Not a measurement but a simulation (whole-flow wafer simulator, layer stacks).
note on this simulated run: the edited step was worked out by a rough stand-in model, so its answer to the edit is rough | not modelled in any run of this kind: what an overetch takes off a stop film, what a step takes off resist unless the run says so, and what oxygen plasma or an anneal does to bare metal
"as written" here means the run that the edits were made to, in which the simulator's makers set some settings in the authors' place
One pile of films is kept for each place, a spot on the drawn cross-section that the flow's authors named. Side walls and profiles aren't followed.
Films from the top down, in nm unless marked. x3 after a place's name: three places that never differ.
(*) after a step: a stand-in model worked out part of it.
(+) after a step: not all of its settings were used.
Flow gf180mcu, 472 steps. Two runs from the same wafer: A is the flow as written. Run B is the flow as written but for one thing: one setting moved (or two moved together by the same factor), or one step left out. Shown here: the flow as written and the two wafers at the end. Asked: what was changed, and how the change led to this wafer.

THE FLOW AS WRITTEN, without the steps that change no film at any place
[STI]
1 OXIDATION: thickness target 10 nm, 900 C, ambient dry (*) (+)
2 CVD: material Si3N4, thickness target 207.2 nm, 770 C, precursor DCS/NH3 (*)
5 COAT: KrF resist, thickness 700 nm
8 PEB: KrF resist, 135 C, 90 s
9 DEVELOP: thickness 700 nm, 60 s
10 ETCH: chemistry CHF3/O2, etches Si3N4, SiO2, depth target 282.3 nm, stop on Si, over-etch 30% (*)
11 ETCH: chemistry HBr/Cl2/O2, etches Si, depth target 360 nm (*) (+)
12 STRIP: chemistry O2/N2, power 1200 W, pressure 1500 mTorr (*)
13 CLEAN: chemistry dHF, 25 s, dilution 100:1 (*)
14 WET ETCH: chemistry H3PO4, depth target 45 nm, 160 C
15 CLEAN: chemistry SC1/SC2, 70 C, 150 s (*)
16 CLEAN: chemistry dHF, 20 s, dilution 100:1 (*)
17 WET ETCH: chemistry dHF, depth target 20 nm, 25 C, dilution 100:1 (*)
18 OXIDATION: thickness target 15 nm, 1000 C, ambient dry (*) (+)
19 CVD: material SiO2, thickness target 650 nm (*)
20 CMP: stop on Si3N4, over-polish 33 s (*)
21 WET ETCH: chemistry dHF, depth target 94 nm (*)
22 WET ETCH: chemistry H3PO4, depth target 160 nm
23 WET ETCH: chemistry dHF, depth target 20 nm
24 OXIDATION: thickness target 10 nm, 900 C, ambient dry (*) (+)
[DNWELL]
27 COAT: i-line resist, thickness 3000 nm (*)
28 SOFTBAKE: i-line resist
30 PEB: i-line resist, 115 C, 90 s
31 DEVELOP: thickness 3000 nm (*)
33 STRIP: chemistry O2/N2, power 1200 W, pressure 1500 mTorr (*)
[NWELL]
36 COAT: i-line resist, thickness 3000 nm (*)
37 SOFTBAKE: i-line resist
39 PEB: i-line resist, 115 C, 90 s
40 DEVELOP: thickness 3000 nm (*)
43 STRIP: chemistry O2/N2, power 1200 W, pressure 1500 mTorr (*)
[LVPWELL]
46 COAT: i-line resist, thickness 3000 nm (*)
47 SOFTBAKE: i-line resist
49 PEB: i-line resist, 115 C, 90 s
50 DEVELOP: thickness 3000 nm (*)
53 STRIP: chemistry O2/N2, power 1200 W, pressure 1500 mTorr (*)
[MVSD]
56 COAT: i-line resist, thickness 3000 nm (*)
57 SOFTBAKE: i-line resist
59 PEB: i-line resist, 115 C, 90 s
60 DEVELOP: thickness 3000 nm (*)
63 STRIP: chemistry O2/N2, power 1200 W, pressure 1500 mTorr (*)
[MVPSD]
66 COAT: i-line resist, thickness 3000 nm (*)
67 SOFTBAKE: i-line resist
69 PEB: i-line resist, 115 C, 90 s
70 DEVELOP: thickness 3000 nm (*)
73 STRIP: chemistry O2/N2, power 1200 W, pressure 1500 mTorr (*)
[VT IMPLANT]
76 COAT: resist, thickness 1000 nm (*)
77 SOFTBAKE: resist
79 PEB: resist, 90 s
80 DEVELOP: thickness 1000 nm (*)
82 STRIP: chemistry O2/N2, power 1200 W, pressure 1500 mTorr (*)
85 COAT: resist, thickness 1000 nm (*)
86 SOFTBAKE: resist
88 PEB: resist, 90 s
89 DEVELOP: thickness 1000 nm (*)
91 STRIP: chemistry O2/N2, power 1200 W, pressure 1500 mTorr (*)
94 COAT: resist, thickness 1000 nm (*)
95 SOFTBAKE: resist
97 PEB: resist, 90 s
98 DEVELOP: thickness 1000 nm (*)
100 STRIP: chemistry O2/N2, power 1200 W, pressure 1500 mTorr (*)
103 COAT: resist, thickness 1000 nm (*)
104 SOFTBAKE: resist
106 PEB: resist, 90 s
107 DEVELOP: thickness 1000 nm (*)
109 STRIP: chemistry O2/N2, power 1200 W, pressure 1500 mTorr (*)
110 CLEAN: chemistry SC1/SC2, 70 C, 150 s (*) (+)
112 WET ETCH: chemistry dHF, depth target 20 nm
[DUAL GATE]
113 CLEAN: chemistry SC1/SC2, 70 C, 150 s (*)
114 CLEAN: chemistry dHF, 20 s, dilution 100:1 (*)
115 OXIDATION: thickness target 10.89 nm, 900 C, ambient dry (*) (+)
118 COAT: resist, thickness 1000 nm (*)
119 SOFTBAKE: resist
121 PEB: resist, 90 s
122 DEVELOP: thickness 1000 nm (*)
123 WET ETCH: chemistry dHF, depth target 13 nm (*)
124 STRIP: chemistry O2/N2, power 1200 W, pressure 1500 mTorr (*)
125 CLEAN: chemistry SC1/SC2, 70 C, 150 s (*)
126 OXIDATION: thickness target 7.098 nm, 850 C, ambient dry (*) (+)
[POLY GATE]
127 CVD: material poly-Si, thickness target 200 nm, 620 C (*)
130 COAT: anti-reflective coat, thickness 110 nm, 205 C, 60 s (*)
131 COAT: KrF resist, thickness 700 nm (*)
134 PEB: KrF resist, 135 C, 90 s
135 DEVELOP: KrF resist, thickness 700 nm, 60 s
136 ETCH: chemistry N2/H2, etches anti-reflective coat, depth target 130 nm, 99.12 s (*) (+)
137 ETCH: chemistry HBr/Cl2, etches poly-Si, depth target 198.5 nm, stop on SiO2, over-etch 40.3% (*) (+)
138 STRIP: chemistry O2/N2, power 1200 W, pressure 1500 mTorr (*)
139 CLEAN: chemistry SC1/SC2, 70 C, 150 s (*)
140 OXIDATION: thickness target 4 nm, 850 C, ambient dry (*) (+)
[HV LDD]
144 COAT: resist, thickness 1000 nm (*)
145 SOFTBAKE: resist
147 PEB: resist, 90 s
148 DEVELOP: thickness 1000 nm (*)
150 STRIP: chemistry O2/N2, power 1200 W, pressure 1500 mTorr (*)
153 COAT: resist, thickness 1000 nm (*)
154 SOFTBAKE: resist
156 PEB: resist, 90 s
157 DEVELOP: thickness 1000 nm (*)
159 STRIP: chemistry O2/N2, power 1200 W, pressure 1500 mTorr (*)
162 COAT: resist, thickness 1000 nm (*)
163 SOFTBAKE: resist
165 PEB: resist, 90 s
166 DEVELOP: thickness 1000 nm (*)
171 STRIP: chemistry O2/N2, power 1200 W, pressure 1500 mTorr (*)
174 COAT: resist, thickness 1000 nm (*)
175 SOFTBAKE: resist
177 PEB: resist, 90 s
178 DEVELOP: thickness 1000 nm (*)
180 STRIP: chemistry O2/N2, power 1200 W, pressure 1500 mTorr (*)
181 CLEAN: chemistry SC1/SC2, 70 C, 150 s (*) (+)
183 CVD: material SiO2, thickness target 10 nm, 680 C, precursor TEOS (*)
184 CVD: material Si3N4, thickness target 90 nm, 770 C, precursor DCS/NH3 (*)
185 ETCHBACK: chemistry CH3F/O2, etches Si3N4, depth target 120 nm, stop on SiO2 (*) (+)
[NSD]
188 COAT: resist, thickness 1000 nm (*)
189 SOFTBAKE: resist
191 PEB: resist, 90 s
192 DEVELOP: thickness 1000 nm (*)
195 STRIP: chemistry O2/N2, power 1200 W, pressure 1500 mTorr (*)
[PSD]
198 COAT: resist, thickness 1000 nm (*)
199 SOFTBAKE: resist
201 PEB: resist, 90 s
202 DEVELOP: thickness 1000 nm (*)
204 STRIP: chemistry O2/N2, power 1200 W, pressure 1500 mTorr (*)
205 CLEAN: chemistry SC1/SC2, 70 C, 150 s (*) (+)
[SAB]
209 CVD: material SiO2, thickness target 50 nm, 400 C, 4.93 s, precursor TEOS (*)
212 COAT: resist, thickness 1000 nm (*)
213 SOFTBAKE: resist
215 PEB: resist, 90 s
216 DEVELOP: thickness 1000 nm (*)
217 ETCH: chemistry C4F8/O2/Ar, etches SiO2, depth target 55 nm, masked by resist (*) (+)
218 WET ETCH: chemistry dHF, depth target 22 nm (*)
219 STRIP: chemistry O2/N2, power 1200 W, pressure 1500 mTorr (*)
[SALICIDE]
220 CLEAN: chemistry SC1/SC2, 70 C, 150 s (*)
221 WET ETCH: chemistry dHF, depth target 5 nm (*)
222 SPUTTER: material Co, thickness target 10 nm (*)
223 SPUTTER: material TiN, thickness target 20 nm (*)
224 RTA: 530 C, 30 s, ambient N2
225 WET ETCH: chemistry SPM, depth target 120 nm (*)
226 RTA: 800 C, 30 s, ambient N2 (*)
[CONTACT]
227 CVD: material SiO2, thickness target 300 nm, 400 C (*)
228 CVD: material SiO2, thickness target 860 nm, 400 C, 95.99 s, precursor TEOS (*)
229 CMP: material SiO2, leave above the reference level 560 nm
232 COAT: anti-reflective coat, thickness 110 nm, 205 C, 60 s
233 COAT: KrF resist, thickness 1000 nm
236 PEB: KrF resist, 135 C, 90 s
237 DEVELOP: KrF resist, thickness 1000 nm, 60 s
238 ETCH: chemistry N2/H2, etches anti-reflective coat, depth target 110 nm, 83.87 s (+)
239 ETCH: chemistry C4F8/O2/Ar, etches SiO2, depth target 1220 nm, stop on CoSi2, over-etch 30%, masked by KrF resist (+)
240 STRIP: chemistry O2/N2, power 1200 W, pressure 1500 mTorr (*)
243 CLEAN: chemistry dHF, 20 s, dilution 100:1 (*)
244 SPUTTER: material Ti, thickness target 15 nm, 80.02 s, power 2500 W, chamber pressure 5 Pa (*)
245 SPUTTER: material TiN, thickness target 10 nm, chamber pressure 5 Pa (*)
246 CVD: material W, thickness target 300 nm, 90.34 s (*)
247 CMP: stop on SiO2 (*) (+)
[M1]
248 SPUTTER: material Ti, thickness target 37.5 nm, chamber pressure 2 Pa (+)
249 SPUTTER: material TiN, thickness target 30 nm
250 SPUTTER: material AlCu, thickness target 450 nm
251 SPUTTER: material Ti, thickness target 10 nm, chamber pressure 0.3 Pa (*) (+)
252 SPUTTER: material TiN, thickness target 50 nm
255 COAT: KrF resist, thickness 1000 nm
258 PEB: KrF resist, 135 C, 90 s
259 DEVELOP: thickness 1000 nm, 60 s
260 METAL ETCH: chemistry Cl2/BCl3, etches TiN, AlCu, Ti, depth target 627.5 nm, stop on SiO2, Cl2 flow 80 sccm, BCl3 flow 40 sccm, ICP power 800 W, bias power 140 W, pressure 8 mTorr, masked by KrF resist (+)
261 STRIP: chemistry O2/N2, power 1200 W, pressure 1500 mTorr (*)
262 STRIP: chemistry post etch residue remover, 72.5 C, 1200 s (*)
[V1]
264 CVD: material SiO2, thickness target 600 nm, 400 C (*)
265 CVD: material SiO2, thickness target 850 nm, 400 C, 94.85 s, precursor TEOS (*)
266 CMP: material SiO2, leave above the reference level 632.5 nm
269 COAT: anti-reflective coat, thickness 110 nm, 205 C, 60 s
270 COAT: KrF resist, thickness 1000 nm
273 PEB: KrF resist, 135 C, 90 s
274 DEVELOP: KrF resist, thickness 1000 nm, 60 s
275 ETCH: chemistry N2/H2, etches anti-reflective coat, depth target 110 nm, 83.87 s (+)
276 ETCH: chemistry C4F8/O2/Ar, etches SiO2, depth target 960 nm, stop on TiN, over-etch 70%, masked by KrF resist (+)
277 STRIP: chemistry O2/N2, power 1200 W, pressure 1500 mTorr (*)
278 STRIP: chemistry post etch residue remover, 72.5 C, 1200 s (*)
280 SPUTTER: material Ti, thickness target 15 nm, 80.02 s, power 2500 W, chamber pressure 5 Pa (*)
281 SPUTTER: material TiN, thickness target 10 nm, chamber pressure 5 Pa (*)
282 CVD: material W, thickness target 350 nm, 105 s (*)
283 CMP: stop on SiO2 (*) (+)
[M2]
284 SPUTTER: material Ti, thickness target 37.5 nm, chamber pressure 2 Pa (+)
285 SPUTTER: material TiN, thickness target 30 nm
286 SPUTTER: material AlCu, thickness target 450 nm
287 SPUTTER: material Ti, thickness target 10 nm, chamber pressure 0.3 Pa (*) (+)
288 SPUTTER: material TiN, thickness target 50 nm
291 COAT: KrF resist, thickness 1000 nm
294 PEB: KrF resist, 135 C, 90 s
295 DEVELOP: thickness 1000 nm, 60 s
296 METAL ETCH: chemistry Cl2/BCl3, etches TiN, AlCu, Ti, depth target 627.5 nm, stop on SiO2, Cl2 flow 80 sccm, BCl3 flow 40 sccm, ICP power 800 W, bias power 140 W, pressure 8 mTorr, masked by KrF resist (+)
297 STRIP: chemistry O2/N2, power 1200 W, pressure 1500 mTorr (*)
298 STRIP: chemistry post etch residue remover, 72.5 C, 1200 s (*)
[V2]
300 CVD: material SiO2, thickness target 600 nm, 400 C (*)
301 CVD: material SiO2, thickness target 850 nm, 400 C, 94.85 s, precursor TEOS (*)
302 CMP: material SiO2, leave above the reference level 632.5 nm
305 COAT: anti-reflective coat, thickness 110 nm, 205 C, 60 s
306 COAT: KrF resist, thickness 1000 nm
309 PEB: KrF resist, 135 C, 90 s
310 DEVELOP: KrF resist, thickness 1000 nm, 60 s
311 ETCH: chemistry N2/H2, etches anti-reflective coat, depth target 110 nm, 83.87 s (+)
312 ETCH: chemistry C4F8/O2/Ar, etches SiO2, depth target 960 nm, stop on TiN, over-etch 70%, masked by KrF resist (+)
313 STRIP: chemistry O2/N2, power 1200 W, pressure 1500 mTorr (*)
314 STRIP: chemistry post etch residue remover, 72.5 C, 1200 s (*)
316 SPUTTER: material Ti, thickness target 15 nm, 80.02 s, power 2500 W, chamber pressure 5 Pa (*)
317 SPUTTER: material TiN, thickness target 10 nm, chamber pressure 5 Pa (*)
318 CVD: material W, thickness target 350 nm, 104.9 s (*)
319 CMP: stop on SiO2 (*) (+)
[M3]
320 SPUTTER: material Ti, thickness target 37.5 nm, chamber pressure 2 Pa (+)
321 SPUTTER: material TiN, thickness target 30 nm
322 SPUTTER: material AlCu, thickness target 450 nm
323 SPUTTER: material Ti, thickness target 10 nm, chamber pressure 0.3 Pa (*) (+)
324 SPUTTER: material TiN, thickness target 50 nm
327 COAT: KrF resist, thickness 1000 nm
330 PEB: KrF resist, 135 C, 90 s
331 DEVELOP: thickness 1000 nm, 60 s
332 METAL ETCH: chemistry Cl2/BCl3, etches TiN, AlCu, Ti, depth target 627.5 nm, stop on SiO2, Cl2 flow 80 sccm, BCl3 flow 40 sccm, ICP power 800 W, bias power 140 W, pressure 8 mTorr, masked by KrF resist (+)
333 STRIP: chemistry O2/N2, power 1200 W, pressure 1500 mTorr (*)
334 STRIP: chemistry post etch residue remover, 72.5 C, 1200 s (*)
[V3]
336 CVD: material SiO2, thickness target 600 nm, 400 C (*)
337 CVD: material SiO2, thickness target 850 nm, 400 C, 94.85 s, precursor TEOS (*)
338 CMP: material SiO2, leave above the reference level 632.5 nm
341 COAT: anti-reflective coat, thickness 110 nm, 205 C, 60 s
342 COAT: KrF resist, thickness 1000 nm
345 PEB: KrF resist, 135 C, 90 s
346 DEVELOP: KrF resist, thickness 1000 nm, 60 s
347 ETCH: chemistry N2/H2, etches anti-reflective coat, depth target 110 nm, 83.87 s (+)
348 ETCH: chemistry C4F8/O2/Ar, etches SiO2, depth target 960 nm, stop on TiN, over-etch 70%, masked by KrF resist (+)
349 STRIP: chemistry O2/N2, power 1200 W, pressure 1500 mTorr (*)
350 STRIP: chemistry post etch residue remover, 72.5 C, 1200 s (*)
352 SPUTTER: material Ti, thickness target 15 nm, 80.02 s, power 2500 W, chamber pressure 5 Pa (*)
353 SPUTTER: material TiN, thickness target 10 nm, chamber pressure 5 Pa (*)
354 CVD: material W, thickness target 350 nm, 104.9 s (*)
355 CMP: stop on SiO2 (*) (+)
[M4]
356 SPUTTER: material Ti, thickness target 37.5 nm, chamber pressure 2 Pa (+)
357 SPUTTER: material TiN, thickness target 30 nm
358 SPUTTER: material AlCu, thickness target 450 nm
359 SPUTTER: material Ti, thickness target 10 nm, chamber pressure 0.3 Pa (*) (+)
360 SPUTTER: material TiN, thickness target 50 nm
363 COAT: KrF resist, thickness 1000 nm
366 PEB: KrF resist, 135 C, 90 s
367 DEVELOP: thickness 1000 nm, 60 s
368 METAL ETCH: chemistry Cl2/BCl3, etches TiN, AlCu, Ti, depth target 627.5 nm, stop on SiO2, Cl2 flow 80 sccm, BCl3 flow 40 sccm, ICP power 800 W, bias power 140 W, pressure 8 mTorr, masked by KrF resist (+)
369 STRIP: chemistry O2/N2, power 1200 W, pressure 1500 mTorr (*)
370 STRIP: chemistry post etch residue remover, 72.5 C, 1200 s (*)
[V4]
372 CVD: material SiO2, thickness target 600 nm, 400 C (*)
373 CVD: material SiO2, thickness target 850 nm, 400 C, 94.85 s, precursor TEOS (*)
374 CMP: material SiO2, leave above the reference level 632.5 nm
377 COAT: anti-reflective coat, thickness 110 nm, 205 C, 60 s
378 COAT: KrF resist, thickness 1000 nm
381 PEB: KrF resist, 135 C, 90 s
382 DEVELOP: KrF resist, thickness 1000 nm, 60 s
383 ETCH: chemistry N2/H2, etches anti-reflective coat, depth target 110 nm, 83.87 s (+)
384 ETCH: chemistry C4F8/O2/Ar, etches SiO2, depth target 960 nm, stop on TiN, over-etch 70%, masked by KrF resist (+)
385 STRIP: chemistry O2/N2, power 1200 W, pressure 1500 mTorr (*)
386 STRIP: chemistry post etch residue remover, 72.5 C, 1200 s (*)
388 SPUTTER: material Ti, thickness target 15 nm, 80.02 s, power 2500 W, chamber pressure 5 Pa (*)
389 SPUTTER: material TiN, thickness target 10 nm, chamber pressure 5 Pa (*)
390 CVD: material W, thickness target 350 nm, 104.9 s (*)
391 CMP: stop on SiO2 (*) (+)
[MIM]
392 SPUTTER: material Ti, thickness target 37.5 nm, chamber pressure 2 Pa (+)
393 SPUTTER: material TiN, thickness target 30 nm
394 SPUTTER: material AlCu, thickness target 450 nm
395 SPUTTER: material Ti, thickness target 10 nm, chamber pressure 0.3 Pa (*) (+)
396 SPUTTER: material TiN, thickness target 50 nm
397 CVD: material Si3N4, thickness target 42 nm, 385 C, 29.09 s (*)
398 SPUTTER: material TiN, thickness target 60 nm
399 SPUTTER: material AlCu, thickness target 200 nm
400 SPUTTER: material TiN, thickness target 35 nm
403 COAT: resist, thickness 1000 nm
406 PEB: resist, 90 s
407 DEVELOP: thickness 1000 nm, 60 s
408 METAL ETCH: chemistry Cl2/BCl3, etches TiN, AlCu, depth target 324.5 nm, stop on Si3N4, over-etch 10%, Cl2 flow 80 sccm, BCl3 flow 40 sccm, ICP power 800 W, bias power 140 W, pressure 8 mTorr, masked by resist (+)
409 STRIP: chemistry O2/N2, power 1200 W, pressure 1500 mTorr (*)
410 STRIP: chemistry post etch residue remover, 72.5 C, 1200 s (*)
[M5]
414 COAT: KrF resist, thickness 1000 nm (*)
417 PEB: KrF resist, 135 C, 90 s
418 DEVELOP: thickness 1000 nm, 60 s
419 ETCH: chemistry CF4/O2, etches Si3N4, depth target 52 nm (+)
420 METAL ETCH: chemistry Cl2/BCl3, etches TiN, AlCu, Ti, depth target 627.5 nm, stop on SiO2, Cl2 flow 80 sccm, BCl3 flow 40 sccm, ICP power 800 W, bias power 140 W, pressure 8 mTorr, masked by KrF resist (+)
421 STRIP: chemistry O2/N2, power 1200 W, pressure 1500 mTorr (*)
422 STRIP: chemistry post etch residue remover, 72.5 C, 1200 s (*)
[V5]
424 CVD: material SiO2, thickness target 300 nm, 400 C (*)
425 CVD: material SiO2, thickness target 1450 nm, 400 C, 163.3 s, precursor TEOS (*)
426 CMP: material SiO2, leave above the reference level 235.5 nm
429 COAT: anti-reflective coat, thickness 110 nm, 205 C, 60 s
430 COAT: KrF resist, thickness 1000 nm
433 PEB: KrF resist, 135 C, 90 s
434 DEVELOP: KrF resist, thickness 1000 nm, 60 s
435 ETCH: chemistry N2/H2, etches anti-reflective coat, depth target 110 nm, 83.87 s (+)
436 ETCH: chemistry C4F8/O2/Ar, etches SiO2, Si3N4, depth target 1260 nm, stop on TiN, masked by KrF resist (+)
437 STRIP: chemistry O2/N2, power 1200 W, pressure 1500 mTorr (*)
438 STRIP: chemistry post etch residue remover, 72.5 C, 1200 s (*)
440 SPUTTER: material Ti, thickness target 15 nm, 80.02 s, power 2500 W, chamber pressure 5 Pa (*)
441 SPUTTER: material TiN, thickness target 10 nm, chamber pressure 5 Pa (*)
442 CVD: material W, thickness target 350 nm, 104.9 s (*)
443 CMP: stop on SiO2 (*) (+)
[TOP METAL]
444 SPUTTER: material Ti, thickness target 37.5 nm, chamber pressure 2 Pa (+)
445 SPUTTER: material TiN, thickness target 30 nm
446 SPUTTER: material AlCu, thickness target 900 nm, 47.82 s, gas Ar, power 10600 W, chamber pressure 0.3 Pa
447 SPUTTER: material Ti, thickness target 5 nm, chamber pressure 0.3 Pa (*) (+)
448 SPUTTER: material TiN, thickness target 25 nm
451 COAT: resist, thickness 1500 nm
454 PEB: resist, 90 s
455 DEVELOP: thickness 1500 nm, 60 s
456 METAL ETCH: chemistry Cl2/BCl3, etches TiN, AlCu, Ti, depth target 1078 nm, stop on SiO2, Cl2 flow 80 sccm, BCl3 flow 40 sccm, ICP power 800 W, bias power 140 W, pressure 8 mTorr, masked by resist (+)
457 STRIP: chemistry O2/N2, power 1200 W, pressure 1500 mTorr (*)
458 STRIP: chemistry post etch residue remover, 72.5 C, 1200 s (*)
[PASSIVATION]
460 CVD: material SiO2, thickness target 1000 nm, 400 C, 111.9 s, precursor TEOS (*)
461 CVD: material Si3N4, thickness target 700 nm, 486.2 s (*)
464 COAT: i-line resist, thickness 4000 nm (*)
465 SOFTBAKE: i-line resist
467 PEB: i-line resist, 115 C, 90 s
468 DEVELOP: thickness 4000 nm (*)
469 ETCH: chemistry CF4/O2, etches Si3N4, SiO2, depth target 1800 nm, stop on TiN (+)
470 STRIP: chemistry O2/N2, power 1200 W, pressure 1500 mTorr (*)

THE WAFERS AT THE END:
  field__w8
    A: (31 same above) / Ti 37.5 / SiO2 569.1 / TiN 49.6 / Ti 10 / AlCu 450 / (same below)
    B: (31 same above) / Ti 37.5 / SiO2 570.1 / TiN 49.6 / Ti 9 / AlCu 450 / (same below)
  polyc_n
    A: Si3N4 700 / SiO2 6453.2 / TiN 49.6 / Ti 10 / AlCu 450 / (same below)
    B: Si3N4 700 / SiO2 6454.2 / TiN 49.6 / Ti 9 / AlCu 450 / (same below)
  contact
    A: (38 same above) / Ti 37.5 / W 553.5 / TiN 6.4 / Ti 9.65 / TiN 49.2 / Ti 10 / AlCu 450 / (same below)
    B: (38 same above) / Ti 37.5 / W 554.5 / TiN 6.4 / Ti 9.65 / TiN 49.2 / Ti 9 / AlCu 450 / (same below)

The cause: step 251, SPUTTER: thickness target 9 nm was run, where the flow has thickness target 10 nm.
It can be read off the wafer: field__w8 has Ti 9, and step 251 as written asks for 10 nm.

How the change led to this, step by step:
  251 SPUTTER: material Ti, thickness target 10 nm, chamber pressure 0.3 Pa (*) (+)
      field, field__w1, field__w2 and 108 more: A Ti +10 (new film) | B Ti +9 (new film)
  260 METAL ETCH: chemistry Cl2/BCl3, etches TiN, AlCu, Ti, depth target 627.5 nm, stop on SiO2, Cl2 flow 80 sccm, BCl3 flow 40 sccm, ICP power 800 W, bias power 140 W, pressure 8 mTorr, masked by KrF resist (+)
      field, field__w1, field__w2 and 99 more: A TiN -50 (all of it), Ti -10 (all of it), AlCu -450 (all of it), TiN -30 (all of it), Ti -37.5 (all of it) | B TiN -50 (all of it), Ti -9 (all of it), AlCu -450 (all of it), TiN -30 (all of it), Ti -37.5 (all of it)
